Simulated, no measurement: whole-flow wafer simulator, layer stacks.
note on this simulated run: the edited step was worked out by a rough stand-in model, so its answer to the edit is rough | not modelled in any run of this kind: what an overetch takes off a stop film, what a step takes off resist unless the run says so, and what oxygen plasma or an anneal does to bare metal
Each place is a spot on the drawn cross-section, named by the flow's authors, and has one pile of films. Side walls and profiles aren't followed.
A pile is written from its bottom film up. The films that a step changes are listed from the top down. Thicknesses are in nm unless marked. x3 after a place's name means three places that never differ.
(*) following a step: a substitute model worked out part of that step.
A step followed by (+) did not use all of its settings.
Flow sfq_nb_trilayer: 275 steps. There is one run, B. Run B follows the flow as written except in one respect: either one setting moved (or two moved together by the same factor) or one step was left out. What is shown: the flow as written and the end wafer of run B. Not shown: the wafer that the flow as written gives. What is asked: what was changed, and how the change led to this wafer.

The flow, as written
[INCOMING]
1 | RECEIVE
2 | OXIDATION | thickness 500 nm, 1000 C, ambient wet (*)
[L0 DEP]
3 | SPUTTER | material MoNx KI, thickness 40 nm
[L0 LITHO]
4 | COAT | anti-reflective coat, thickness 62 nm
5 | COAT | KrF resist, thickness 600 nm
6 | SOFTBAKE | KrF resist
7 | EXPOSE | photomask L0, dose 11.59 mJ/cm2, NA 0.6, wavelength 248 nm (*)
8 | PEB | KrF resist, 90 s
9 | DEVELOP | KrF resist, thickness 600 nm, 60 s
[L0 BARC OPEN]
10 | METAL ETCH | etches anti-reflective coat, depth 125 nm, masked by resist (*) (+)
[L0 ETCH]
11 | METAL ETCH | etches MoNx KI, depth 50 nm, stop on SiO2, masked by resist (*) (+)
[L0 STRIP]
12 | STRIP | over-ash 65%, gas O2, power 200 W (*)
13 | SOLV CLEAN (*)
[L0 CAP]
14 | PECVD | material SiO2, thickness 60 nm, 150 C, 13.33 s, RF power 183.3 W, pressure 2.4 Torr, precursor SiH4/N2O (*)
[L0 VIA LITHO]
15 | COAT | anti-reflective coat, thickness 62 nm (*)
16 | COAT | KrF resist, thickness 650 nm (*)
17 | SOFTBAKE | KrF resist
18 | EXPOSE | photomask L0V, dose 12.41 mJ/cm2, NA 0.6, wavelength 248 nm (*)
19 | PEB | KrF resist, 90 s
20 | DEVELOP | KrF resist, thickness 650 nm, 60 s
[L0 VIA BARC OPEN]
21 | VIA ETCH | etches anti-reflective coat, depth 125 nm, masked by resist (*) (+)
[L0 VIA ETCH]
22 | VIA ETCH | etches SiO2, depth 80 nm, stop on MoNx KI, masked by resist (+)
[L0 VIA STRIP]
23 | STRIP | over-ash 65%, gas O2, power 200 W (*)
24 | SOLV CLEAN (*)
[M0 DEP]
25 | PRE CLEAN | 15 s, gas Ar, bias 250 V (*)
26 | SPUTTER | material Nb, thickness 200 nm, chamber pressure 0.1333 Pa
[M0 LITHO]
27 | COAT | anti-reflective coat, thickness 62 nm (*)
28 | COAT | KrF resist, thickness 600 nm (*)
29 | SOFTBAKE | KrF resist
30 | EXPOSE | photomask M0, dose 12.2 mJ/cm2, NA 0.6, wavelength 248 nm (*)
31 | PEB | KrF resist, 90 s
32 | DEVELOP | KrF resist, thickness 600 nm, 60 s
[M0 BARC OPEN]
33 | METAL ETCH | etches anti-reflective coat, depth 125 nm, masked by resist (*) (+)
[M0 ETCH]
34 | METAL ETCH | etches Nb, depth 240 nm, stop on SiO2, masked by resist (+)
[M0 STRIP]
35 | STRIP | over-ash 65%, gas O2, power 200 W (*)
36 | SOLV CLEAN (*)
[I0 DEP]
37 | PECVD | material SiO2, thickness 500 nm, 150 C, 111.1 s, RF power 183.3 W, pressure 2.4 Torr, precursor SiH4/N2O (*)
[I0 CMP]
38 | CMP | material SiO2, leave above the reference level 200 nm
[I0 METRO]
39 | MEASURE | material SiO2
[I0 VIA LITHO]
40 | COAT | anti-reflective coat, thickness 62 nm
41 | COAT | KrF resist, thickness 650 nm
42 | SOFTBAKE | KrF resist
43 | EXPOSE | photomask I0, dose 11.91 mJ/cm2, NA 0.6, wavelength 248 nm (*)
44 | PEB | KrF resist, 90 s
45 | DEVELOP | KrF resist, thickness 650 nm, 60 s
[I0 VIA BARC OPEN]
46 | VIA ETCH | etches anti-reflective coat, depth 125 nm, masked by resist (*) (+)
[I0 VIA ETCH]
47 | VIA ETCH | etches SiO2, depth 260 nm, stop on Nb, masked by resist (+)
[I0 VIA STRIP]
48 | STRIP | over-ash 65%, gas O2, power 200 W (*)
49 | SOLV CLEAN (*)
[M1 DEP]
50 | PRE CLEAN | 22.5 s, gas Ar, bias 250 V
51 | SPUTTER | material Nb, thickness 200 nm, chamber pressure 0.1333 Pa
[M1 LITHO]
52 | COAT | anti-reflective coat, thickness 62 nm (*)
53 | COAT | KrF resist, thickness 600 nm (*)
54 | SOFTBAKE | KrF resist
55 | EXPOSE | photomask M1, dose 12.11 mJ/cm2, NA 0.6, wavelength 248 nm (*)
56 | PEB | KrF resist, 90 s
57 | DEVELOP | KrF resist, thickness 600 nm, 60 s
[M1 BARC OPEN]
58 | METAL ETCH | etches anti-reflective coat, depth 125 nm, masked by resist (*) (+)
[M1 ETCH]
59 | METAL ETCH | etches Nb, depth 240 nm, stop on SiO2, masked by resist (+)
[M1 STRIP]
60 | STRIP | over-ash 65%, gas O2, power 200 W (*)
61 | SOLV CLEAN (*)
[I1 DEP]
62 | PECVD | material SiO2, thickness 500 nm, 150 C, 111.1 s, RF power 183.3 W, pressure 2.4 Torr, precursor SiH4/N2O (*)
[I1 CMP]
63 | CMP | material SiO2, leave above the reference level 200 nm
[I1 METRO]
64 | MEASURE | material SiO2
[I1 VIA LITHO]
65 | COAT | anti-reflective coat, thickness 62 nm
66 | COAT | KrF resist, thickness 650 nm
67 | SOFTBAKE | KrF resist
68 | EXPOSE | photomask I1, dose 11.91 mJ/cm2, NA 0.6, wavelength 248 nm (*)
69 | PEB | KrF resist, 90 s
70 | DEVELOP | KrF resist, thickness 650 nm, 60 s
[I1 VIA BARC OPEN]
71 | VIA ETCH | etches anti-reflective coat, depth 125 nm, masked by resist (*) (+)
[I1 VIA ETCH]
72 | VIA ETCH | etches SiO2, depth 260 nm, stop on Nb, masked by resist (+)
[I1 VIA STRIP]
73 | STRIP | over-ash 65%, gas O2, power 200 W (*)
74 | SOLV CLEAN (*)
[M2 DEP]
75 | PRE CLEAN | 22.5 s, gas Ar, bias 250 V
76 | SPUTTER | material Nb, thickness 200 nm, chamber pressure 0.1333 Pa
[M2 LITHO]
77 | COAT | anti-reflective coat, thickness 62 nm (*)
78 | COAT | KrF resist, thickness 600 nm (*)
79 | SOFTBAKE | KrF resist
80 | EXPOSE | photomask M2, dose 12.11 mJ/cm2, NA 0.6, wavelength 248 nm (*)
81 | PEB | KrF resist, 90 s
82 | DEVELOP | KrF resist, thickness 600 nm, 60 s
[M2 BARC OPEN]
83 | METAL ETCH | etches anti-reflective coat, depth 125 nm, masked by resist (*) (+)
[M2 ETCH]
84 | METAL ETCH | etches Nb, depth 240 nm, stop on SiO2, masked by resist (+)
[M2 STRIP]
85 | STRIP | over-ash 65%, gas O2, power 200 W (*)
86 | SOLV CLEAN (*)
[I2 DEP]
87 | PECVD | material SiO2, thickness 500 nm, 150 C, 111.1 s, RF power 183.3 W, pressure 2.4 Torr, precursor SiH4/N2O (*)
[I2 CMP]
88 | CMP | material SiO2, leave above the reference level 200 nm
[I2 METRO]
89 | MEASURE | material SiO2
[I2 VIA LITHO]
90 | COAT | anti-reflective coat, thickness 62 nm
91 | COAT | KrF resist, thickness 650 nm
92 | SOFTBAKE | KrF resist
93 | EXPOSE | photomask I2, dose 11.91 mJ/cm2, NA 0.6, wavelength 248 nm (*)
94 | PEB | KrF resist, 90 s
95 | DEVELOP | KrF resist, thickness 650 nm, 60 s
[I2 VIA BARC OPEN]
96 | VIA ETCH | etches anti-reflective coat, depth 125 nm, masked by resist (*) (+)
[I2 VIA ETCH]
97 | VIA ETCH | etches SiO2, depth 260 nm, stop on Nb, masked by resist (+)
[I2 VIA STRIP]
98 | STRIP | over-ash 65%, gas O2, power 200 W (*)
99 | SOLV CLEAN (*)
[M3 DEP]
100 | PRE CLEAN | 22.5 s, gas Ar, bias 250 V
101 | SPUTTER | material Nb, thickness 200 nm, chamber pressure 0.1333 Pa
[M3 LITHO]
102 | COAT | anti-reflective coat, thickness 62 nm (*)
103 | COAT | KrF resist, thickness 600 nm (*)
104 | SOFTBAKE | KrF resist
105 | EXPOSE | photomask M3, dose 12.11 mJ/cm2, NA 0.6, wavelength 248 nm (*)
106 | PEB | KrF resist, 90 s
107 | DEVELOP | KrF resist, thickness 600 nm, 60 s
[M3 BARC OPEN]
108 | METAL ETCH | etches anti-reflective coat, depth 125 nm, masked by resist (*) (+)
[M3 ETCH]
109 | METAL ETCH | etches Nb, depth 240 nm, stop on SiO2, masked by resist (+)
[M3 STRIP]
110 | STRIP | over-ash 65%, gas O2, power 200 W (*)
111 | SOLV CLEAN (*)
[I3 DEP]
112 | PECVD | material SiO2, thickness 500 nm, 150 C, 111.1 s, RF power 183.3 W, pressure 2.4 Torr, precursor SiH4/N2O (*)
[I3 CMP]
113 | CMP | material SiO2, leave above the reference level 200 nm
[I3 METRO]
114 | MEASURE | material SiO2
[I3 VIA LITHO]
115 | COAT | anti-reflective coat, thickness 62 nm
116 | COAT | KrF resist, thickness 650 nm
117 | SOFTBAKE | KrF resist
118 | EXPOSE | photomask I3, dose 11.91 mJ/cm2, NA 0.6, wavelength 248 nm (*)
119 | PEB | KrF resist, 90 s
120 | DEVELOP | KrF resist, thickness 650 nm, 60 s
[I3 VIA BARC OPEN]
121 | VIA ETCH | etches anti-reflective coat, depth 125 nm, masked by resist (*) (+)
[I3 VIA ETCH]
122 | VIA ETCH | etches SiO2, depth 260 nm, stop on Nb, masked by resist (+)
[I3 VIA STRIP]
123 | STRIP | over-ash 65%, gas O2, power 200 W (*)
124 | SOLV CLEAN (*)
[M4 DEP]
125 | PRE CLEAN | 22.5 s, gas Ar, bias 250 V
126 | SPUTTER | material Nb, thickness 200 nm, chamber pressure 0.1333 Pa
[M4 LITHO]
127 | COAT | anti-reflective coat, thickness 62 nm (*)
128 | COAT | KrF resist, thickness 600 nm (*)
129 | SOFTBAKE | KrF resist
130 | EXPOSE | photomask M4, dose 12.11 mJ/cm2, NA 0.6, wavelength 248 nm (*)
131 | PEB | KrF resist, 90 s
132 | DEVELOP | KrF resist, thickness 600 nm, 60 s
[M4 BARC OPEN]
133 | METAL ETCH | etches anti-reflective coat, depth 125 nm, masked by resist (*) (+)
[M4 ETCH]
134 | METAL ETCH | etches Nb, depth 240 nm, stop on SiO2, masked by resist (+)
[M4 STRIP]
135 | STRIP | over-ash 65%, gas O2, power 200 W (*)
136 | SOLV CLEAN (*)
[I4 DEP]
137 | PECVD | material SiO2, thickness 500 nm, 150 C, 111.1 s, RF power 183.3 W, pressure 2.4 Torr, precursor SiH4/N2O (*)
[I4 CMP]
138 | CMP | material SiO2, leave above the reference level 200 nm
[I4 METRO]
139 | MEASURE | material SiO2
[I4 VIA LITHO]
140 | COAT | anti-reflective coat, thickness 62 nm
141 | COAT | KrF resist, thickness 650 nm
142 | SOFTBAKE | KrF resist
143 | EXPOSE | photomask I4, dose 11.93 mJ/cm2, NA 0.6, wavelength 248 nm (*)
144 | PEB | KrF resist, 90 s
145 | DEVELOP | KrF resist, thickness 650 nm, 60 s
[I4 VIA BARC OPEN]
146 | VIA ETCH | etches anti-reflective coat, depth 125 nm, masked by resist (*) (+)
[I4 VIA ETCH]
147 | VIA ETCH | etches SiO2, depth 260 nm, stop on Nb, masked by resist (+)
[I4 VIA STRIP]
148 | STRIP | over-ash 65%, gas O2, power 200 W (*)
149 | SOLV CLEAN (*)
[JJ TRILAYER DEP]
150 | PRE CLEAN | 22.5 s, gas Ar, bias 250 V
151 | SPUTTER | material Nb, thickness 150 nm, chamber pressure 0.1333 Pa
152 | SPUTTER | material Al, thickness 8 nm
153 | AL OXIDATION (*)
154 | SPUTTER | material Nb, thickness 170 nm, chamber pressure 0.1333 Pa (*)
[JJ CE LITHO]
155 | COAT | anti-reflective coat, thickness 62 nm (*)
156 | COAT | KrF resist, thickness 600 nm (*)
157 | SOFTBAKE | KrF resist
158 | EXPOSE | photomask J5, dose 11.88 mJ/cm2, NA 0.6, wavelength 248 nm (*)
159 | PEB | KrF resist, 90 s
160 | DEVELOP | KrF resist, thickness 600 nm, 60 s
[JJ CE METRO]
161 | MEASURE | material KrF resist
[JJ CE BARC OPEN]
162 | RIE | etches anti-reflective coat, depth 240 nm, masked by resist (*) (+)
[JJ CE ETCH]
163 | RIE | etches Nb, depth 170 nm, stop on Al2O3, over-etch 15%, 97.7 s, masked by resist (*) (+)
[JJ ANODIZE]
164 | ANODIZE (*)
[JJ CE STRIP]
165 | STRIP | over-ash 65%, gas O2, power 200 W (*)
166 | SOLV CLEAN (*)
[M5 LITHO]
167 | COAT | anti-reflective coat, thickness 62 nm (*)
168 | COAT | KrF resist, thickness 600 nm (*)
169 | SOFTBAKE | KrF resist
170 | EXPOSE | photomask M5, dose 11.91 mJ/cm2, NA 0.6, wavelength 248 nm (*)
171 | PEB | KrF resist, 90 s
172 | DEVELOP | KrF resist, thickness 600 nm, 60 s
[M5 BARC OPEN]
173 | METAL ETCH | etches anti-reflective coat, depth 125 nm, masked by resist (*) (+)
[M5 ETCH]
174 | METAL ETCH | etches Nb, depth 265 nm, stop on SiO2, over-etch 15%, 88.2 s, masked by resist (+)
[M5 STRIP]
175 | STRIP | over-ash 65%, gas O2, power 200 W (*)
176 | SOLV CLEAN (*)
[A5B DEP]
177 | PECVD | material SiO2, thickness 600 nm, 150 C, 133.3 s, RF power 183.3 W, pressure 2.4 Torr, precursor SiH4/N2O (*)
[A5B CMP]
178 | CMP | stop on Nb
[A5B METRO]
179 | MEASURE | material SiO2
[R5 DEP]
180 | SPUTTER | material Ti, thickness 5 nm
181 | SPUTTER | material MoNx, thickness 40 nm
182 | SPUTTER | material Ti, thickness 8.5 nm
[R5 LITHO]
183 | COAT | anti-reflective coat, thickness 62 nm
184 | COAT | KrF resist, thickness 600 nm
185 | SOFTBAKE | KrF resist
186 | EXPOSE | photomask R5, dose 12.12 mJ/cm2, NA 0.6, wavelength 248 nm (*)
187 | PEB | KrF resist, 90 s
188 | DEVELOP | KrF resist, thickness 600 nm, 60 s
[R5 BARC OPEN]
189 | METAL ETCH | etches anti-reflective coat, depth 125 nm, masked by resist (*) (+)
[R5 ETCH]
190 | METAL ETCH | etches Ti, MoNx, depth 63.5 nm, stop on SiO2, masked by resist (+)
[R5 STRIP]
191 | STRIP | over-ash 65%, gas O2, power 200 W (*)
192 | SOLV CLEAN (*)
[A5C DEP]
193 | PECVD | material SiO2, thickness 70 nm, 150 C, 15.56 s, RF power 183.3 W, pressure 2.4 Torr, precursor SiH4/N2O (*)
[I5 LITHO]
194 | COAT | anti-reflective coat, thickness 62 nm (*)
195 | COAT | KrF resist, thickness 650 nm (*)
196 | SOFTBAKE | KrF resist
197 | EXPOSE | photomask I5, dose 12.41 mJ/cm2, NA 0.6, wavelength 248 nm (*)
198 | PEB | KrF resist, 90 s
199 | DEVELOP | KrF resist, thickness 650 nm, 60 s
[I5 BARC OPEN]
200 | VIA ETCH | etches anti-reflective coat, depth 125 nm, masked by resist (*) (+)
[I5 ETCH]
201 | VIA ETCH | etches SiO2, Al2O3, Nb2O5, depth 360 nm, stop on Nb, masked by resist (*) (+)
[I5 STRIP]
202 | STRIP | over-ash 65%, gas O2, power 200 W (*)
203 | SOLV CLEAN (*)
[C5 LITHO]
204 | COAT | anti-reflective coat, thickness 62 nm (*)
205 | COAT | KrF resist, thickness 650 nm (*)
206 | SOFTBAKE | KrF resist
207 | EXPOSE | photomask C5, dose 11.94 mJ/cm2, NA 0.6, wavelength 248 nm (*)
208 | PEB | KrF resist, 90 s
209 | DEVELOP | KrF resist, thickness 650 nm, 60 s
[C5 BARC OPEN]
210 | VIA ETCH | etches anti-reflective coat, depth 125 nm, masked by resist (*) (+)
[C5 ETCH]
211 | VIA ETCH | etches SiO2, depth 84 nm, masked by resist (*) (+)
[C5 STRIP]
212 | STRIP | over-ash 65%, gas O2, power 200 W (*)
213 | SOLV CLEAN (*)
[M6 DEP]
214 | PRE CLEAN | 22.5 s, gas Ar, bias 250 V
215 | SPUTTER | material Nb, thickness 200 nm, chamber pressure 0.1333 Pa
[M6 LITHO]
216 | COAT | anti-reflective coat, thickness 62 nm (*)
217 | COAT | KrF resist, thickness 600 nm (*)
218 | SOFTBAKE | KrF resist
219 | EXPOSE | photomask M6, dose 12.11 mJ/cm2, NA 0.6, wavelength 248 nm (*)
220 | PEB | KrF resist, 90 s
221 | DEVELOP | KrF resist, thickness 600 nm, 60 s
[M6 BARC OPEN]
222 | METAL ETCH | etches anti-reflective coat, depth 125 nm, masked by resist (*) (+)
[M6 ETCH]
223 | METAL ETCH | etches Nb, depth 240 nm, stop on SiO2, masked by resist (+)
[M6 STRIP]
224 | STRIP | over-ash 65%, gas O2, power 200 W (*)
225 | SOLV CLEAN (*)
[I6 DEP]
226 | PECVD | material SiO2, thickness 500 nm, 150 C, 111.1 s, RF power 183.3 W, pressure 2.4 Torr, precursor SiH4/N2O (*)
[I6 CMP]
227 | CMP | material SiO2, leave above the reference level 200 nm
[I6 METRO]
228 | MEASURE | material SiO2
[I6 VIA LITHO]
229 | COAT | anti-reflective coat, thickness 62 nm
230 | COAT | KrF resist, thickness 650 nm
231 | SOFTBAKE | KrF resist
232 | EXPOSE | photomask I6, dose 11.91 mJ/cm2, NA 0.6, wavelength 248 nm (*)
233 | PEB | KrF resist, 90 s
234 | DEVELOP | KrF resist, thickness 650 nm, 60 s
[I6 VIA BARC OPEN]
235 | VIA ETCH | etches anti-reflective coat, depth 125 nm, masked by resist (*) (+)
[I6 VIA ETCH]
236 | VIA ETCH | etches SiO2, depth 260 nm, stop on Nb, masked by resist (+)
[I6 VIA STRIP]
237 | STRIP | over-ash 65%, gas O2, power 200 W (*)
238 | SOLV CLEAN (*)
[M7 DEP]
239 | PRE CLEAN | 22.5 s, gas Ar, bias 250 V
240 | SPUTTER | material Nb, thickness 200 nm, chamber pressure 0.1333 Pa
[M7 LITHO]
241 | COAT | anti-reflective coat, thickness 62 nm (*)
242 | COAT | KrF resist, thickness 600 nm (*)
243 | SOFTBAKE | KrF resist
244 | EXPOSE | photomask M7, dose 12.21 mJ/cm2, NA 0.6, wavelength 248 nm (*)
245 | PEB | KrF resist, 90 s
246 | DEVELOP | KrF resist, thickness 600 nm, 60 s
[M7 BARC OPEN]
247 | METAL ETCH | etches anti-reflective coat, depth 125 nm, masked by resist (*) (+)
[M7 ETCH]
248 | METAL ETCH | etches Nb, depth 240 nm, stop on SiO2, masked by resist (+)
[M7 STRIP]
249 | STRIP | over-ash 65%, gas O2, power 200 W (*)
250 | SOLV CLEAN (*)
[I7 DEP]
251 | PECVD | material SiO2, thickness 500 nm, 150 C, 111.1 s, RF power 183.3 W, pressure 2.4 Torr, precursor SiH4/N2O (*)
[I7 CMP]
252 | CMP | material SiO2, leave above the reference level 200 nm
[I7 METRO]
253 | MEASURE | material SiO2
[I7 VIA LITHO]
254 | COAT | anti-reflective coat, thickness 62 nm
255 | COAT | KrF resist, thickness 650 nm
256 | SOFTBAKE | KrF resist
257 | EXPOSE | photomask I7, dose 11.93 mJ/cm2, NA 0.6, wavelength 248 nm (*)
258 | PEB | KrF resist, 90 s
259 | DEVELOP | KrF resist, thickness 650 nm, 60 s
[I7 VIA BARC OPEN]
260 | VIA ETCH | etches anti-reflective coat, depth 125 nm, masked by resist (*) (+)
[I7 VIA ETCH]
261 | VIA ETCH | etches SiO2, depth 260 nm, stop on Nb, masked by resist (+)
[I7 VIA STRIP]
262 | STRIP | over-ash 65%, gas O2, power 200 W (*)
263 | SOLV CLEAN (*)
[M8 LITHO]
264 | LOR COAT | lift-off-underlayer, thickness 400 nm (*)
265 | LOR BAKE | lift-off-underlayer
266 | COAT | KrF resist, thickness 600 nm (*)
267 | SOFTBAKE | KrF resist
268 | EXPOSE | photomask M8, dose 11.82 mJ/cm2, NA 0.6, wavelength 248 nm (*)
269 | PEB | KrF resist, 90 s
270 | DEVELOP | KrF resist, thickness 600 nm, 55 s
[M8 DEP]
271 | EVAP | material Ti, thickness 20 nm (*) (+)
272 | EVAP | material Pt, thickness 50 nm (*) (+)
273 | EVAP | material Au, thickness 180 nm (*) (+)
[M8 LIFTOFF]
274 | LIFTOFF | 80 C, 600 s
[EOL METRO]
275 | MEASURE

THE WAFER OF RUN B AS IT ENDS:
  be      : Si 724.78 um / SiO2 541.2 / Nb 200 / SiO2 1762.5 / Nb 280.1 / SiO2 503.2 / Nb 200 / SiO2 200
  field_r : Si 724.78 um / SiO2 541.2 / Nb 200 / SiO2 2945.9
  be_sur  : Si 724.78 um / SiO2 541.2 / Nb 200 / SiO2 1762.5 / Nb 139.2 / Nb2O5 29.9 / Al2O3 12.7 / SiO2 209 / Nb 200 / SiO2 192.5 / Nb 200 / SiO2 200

The reason: step 14, PECVD: thickness 46.2 nm was run, though the flow has thickness 60 nm; step 14, PECVD: 10.27 s was run, where the flow has 13.33 s.

How this came from the change, step by step:
  14 | PECVD | material SiO2, thickness 60 nm, 150 C, 13.33 s, RF power 183.3 W, pressure 2.4 Torr, precursor SiH4/N2O (*)
      v_sur, via_wl, via_w and 97 more: SiO2 gains 46.2 (in the flow as written it would be: SiO2 gains 60)
      field_l, l0_sur, l0v, l0r_line_l, l0r_line_c, l0r_line_r: SiO2 gains 46.2 (new film) (in the flow as written it would be: SiO2 gains 60 (new film))
  22 | VIA ETCH | etches SiO2, depth 80 nm, stop on MoNx KI, masked by resist (+)
      field_l, v_sur, via_wl and 102 more: KrF resist loses 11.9 (in the flow as written it would be: KrF resist loses 13.8)
      l0v: SiO2 loses 46 (all of it) (in the flow as written it would be: SiO2 loses 59.8 (all of it))
  27 | COAT | anti-reflective coat, thickness 62 nm (*)
      l0_sur: anti-reflective coat gains 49 (new film) (in the flow as written it would be: anti-reflective coat gains 47.5 (new film))
      l0v: anti-reflective coat gains 73.8 (new film) (in the flow as written it would be: anti-reflective coat gains 78 (new film))
  35 | STRIP | over-ash 65%, gas O2, power 200 W (*)
      l0_sur: KrF resist loses 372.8 (all of it), anti-reflective coat loses 49 (all of it) (in the flow as written it would be: KrF resist loses 372 (all of it), anti-reflective coat loses 47.5 (all of it))
      l0v: KrF resist loses 396.7 (all of it), anti-reflective coat loses 73.8 (all of it) (in the flow as written it would be: KrF resist loses 405.3 (all of it), anti-reflective coat loses 78 (all of it))
  38 | CMP | material SiO2, leave above the reference level 200 nm
      l0v: SiO2 loses 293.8 (in the flow as written it would be: SiO2 loses 277.8)
